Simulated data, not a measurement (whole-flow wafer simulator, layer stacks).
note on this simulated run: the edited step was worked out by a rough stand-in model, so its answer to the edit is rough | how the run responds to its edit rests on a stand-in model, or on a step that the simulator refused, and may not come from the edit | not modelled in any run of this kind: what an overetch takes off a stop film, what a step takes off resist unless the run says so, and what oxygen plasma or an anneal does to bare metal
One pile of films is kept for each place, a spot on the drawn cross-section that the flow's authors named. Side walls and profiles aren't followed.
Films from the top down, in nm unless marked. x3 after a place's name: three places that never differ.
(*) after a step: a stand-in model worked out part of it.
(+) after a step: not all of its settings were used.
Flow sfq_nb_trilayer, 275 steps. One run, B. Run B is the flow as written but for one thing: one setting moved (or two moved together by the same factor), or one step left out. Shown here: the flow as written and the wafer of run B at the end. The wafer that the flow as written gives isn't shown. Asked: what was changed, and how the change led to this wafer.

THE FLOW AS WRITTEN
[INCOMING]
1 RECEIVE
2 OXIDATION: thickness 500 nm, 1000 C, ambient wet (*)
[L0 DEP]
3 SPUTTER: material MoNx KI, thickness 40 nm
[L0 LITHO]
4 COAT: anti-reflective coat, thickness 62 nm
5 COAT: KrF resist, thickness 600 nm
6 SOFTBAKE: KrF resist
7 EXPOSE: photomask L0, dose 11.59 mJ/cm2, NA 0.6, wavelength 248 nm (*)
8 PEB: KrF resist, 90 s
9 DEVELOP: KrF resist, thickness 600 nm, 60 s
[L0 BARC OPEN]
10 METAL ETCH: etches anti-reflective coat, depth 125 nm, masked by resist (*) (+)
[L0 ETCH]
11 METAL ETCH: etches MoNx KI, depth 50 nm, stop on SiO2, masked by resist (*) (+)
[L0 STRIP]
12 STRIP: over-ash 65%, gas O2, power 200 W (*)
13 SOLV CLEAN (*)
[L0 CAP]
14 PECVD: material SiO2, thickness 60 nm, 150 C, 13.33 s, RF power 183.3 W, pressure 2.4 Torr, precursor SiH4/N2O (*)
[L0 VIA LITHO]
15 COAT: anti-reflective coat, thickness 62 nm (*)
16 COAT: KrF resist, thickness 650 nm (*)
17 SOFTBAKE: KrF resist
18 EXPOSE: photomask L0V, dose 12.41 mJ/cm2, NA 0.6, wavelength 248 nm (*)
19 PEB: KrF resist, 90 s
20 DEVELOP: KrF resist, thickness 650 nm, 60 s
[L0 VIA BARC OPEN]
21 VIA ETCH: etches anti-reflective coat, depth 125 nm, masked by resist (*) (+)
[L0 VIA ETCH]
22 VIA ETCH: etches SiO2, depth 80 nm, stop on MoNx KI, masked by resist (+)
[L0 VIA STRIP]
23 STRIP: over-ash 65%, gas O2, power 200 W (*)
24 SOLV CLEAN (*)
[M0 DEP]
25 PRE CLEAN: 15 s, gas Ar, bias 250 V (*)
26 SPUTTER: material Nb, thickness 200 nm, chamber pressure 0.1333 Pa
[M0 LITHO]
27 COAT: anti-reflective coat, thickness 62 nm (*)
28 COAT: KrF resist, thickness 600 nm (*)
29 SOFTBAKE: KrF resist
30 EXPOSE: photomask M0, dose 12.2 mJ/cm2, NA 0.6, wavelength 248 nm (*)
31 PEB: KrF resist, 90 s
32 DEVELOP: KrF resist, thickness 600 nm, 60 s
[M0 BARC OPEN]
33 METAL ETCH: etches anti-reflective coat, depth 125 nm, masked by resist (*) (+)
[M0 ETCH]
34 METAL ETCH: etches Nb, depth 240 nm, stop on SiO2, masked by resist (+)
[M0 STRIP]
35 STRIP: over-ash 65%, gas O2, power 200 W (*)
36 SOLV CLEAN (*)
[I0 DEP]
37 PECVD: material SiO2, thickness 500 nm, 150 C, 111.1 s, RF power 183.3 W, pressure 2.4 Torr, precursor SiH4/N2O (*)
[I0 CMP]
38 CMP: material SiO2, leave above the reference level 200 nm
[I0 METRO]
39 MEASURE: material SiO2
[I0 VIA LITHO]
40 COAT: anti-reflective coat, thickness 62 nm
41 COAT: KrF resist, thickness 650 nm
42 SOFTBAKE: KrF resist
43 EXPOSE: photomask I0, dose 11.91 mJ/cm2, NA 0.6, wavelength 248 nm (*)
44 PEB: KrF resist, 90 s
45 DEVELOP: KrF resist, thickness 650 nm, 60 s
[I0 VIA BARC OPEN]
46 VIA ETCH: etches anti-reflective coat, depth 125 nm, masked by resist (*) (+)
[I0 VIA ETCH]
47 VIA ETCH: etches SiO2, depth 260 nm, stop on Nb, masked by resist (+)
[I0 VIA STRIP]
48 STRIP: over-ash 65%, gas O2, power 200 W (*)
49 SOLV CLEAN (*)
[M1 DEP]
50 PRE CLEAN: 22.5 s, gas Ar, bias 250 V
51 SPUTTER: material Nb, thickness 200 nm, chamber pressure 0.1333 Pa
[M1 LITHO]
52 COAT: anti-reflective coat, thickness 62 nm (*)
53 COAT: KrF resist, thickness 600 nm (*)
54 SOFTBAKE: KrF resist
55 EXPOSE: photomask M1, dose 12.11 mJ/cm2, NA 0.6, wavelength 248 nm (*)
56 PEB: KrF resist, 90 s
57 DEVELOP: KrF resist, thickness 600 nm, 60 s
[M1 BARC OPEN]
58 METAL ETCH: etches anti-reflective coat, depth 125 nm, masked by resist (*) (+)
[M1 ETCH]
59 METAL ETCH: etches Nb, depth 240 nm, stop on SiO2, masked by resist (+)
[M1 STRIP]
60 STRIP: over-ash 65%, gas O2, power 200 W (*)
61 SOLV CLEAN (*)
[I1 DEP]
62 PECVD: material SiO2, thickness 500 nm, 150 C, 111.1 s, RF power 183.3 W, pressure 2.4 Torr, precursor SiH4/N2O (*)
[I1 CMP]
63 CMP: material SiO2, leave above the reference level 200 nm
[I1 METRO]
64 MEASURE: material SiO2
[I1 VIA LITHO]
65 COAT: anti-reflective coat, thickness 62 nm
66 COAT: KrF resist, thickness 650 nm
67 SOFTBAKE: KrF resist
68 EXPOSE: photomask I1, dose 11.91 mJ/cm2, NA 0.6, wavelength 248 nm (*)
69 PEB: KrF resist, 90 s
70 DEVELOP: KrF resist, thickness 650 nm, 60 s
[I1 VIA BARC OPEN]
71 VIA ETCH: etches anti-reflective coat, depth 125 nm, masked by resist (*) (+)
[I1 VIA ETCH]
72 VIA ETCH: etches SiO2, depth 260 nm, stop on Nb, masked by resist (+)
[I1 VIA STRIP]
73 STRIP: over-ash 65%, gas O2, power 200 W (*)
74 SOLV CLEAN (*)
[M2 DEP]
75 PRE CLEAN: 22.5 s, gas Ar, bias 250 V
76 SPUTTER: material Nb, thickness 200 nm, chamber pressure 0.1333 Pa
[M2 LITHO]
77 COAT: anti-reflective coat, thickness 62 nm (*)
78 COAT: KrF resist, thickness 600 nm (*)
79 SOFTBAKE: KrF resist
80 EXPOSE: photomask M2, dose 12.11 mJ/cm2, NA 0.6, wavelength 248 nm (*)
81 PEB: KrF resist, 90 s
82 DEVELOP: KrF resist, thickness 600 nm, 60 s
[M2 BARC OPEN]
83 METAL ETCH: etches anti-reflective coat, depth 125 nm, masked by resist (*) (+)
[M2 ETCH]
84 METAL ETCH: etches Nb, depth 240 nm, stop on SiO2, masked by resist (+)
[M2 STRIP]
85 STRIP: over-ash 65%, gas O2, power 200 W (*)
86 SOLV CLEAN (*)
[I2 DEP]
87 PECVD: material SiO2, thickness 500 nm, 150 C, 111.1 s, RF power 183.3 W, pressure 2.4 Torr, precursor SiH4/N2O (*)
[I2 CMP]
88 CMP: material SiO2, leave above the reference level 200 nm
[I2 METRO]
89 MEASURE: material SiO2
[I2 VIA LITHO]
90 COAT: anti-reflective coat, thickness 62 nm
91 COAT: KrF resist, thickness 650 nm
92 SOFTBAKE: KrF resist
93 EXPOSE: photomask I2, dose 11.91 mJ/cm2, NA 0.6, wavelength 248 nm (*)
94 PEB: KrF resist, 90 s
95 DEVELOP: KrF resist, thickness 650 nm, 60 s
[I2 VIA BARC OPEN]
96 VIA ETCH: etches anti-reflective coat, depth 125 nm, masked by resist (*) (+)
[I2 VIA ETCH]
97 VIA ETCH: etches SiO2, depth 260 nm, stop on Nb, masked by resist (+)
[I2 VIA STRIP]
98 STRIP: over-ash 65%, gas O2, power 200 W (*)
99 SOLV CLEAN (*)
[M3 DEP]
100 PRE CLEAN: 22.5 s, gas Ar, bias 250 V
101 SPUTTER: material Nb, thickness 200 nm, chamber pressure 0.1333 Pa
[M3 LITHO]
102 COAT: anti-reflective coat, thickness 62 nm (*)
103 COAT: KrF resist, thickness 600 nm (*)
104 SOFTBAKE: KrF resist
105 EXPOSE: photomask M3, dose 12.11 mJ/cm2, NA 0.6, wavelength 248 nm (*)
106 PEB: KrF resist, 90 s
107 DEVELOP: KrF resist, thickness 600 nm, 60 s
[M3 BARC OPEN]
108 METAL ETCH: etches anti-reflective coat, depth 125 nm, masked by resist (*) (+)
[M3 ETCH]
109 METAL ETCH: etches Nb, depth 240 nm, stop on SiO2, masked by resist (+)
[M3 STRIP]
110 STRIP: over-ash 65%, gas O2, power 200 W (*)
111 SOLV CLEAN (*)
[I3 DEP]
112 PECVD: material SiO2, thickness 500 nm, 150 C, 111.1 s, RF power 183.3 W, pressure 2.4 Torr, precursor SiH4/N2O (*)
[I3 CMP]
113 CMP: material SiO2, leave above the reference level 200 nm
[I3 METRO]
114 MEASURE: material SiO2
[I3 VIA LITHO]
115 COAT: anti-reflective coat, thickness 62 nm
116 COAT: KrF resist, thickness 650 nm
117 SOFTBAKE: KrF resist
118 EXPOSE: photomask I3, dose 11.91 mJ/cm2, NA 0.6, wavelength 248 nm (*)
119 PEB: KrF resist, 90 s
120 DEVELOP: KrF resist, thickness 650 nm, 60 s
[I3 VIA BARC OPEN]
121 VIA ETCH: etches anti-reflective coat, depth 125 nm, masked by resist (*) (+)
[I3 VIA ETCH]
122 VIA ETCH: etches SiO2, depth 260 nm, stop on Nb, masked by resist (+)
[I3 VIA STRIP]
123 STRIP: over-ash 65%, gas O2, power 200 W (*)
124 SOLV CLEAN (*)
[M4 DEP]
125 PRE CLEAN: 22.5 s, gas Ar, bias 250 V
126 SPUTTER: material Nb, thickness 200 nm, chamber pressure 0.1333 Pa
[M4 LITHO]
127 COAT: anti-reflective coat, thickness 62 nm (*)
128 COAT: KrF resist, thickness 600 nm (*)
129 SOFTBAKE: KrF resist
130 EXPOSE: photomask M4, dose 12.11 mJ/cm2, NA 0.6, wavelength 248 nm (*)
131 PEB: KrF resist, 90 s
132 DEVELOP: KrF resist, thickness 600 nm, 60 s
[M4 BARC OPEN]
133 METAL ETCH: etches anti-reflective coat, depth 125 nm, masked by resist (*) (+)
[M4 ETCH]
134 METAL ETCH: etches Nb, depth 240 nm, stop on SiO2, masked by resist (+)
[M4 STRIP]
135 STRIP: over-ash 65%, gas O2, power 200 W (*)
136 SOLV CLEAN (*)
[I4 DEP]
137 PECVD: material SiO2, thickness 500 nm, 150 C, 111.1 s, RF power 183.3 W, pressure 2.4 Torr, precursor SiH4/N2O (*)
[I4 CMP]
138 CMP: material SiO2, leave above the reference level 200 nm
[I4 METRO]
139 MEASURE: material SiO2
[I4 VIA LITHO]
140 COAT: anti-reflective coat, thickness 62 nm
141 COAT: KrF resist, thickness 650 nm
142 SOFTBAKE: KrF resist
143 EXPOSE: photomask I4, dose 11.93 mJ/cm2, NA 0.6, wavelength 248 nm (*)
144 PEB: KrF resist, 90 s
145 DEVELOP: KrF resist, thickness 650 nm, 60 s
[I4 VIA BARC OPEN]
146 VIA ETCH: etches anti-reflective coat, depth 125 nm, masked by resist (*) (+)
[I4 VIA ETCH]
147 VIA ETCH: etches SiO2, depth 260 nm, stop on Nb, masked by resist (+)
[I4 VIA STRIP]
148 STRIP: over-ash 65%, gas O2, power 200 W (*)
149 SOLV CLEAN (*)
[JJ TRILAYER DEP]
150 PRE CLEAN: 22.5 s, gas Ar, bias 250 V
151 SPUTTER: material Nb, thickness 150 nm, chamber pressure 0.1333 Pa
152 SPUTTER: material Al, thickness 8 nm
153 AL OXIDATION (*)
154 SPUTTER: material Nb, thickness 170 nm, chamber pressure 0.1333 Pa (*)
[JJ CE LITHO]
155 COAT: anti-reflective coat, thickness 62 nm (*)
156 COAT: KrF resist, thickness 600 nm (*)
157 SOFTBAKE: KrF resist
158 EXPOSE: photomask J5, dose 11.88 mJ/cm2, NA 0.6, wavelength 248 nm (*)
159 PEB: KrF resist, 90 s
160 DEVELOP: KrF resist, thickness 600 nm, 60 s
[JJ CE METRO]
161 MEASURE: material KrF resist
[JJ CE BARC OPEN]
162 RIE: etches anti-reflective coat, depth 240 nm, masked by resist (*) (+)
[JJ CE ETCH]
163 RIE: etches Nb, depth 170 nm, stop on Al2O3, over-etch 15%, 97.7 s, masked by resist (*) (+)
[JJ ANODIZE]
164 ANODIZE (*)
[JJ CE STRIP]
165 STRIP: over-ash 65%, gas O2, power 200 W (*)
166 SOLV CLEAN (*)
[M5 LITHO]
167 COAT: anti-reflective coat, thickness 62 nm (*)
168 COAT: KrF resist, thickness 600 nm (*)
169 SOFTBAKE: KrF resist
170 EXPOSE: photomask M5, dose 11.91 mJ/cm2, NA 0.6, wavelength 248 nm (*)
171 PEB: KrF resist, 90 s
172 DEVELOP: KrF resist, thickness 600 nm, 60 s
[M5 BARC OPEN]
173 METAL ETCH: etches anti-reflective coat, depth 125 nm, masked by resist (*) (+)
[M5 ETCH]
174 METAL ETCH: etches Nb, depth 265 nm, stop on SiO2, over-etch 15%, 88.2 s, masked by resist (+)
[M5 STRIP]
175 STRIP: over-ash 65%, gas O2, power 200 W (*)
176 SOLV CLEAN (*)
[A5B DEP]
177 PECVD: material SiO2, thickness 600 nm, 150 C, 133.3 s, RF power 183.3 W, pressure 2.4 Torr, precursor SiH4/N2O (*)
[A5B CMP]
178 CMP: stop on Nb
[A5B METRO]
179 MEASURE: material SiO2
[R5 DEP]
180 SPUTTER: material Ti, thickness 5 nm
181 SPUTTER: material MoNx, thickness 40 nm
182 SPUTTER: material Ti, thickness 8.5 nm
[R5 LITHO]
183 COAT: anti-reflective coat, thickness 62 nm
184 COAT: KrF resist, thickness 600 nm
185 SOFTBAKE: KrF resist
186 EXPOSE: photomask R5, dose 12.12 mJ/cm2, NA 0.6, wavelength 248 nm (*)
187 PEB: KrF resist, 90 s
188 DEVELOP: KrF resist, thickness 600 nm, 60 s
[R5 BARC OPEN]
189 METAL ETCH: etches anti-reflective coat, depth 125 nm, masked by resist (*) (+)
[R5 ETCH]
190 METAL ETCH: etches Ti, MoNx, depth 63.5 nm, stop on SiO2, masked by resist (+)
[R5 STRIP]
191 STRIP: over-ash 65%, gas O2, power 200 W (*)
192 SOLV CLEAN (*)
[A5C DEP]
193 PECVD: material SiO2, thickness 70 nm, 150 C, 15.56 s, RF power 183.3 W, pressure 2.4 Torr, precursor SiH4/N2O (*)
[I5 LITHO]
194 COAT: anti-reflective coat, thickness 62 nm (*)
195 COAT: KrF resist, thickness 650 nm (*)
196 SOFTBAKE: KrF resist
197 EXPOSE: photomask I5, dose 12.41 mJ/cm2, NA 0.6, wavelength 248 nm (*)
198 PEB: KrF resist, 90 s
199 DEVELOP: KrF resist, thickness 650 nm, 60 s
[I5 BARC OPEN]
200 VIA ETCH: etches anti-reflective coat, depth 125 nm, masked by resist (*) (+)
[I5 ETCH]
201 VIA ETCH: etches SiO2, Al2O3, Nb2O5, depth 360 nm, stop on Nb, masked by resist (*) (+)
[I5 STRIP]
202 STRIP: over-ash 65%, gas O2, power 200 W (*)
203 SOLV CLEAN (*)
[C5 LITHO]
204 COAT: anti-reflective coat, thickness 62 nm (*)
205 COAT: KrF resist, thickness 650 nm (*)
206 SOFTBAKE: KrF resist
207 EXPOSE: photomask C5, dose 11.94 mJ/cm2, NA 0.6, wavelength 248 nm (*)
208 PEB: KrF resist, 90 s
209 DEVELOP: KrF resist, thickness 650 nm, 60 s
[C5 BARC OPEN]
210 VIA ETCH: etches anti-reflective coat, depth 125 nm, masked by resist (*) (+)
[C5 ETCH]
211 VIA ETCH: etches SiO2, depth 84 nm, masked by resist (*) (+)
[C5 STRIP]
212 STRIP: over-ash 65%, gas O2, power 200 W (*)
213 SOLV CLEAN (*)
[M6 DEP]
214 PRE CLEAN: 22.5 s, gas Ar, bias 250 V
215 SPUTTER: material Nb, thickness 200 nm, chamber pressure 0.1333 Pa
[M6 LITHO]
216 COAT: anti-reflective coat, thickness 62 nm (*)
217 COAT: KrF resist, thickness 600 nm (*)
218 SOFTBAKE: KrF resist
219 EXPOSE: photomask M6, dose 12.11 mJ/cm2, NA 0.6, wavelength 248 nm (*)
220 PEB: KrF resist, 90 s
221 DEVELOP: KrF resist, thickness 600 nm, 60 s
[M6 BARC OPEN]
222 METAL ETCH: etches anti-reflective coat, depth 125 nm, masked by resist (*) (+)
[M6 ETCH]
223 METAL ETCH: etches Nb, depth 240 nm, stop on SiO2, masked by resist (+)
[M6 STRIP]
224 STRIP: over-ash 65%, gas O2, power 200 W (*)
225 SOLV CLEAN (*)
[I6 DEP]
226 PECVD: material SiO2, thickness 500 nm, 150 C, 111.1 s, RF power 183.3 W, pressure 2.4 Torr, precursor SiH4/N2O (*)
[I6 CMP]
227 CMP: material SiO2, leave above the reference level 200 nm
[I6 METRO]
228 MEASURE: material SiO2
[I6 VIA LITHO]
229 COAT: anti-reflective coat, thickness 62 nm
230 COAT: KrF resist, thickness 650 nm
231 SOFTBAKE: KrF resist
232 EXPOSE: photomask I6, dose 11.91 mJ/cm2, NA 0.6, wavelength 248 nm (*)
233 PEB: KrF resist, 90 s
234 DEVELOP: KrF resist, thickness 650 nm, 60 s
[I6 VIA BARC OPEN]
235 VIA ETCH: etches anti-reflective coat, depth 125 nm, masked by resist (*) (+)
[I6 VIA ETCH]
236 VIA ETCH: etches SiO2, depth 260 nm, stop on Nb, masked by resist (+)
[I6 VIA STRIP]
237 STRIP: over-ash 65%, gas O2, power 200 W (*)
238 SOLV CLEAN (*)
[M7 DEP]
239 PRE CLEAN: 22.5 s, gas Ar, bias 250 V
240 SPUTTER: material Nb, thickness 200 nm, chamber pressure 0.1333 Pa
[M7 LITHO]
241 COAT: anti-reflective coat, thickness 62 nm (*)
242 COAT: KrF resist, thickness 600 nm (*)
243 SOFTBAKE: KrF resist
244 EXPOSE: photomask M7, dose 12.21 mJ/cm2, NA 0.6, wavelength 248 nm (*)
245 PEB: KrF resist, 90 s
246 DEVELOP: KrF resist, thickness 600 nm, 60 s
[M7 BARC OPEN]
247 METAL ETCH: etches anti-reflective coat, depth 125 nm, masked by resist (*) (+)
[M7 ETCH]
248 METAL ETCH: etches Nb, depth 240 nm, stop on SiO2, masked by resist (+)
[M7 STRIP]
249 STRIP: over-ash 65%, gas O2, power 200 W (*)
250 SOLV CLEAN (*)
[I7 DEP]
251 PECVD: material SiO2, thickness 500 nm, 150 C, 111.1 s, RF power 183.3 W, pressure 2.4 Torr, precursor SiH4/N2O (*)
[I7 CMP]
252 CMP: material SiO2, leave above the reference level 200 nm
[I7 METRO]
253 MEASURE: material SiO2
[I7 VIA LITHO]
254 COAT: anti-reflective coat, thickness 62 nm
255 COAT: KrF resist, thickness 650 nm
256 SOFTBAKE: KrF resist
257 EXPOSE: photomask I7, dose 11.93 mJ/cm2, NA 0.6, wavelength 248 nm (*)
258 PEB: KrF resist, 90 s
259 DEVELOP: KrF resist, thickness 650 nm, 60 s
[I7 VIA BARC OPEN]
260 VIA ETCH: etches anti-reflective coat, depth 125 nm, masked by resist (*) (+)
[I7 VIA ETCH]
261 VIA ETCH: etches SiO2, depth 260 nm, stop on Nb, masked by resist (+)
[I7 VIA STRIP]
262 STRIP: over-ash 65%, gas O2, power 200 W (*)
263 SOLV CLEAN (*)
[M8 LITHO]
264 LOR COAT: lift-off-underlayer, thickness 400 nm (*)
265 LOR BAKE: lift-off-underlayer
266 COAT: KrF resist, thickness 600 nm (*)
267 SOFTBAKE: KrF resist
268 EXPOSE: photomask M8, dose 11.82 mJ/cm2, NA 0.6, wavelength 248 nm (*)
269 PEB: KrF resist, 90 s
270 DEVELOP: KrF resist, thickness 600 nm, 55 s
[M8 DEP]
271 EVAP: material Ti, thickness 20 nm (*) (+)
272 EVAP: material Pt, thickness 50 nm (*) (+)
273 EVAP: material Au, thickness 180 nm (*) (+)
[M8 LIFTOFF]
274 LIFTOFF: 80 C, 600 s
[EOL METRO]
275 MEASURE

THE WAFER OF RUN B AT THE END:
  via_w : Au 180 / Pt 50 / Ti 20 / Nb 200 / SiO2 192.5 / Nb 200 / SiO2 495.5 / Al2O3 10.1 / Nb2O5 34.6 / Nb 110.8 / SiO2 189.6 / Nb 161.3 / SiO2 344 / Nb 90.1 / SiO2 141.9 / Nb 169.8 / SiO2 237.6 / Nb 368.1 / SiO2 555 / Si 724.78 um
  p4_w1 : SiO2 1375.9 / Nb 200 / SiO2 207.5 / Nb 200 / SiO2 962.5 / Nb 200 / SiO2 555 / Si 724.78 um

The cause: step 62, PECVD: thickness 285 nm was run, where the flow has thickness 500 nm; step 62, PECVD: 63.33 s was run, where the flow has 111.1 s.

How the change led to this, step by step:
  62 PECVD: material SiO2, thickness 500 nm, 150 C, 111.1 s, RF power 183.3 W, pressure 2.4 Torr, precursor SiH4/N2O (*)
      field_l, be, be_sur and 72 more: SiO2 +285 (as written it would be: SiO2 +500)
      v_sur, via_wl, via_wr and 20 more: SiO2 +285 (new film) (as written it would be: SiO2 +500 (new film))
      (and at 8 more places)
  63 CMP: material SiO2, leave above the reference level 200 nm
      field_l, be, be_sur and 72 more: nothing (as written it would be: SiO2 -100)
      lsp_m, ln_m6, lsp_r, l0_sur, l0v: nothing (as written it would be: SiO2 -94.9)
      (and at 26 more places)
  65 COAT: anti-reflective coat, thickness 62 nm
      be_r, r_sur, res, r_end, p3_l3, p3_l5: anti-reflective coat +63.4 (new film) (as written it would be: anti-reflective coat +62 (new film))
      jj_sur, ce_l, c5j, p3_l2, p3_l6: anti-reflective coat +63.6 (new film) (as written it would be: anti-reflective coat +62 (new film))
      (and at 75 more places)
  66 COAT: KrF resist, thickness 650 nm
      m0r_space_l, m5r_space_l, m5r_space_r, m6r_space_l, m7r_space_l: KrF resist +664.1 (new film) (as written it would be: KrF resist +650 (new film))
      wl_e_sr, m5r_linepad_l, m5r_linepad_r: KrF resist +623.5 (new film) (as written it would be: KrF resist +650 (new film))
      (and at 44 more places)
  70 DEVELOP: KrF resist, thickness 650 nm, 60 s
      via_v: KrF resist -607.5 (all of it) (as written it would be: KrF resist -648.6 (all of it))
  71 VIA ETCH: etches anti-reflective coat, depth 125 nm, masked by resist (*) (+)
      field_l, v_sur, via_wl and 102 more: KrF resist -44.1 (as written it would be: KrF resist -51.7)
      via_v: anti-reflective coat -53 (all of it), SiO2 -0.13 (as written it would be: anti-reflective coat -62 (all of it), SiO2 -0.16)
  73 STRIP: over-ash 65%, gas O2, power 200 W (*)
      m0r_line_l, m6r_line_l, m7r_line_l: KrF resist -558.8 (all of it), anti-reflective coat -63.2 (all of it) (as written it would be: KrF resist -528.6 (all of it), anti-reflective coat -62 (all of it))
      m0r_space_l, m6r_space_l, m7r_space_l: KrF resist -550.2 (all of it), anti-reflective coat -77 (all of it) (as written it would be: KrF resist -528.6 (all of it), anti-reflective coat -62 (all of it))
      (and at 94 more places)
  76 SPUTTER: material Nb, thickness 200 nm, chamber pressure 0.1333 Pa
      be, lsp_l: Nb +189.6 (new film) (as written it would be: Nb +200 (new film))
      via_w: Nb +169.8 (new film) (as written it would be: Nb +200 (new film))
  77 COAT: anti-reflective coat, thickness 62 nm (*)
      p3_l2, m0r_line_l, m6r_line_l, m7r_line_l: anti-reflective coat +63.4 (new film) (as written it would be: anti-reflective coat +62 (new film))
      wl_a_m6, wl_a_sr, wl_b_sr: anti-reflective coat +59.5 (new film) (as written it would be: anti-reflective coat +62 (new film))
      (and at 82 more places)
  78 COAT: KrF resist, thickness 600 nm (*)
      wl_e_sr, m5r_linepad_l, m5r_linepad_r: KrF resist +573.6 (new film) (as written it would be: KrF resist +600 (new film))
      m0r_line_l, m6r_line_l, m7r_line_l: KrF resist +620.3 (new film) (as written it would be: KrF resist +600 (new film))
      (and at 48 more places)
  82 DEVELOP: KrF resist, thickness 600 nm, 60 s
      m0r_line_l, m6r_line_l, m7r_line_l: KrF resist -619 (all of it) (as written it would be: KrF resist -598.7 (all of it))
      m0r_space_l, m6r_space_l, m7r_space_l: KrF resist -613.1 (all of it) (as written it would be: KrF resist -598.7 (all of it))
      (and at 32 more places)
  83 METAL ETCH: etches anti-reflective coat, depth 125 nm, masked by resist (*) (+)
      v_sur, via_wl, via_w and 19 more: KrF resist -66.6 (as written it would be: KrF resist -51.7)
      p3_l2, m0r_line_l, m6r_line_l, m7r_line_l: anti-reflective coat -63.4 (all of it) (as written it would be: anti-reflective coat -62 (all of it))
      (and at 63 more places)
  84 METAL ETCH: etches Nb, depth 240 nm, stop on SiO2, masked by resist (+)
      be, lsp_l: Nb -189.6 (all of it) (as written it would be: Nb -200 (all of it))
  85 STRIP: over-ash 65%, gas O2, power 200 W (*)
      v_sur: KrF resist -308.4 (all of it), anti-reflective coat -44 (all of it) (as written it would be: KrF resist -380 (all of it), anti-reflective coat -61.4 (all of it))
      via_wl: KrF resist -314.4 (all of it), anti-reflective coat -39.7 (all of it) (as written it would be: KrF resist -379.5 (all of it), anti-reflective coat -61.3 (all of it))
      (and at 20 more places)
  87 PECVD: material SiO2, thickness 500 nm, 150 C, 111.1 s, RF power 183.3 W, pressure 2.4 Torr, precursor SiH4/N2O (*)
      via_w: SiO2 +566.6 (new film) (as written it would be: SiO2 +500 (new film))
  88 CMP: material SiO2, leave above the reference level 200 nm
      field_l, be, be_sur and 79 more: nothing (as written it would be: SiO2 -100)
      via_w: SiO2 -157.1 (as written it would be: SiO2 -300)
  ... 36 more steps ...
  178 CMP: stop on Nb
      via_w: SiO2 -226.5 (as written it would be: SiO2 -235.2)
Counting metal films that touch as one body, via_w has 7 bodies (between them, from the top down: SiO2 192.5; SiO2 495.5 / Al2O3 10.1 / Nb2O5 34.6; SiO2 189.6; SiO2 344; SiO2 141.9; SiO2 237.6); the flow as written gives 5 bodies (between them, from the top down: SiO2 192.5; SiO2 427.3 / Al2O3 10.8 / Nb2O5 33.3; SiO2 425.9; SiO2 416.9).
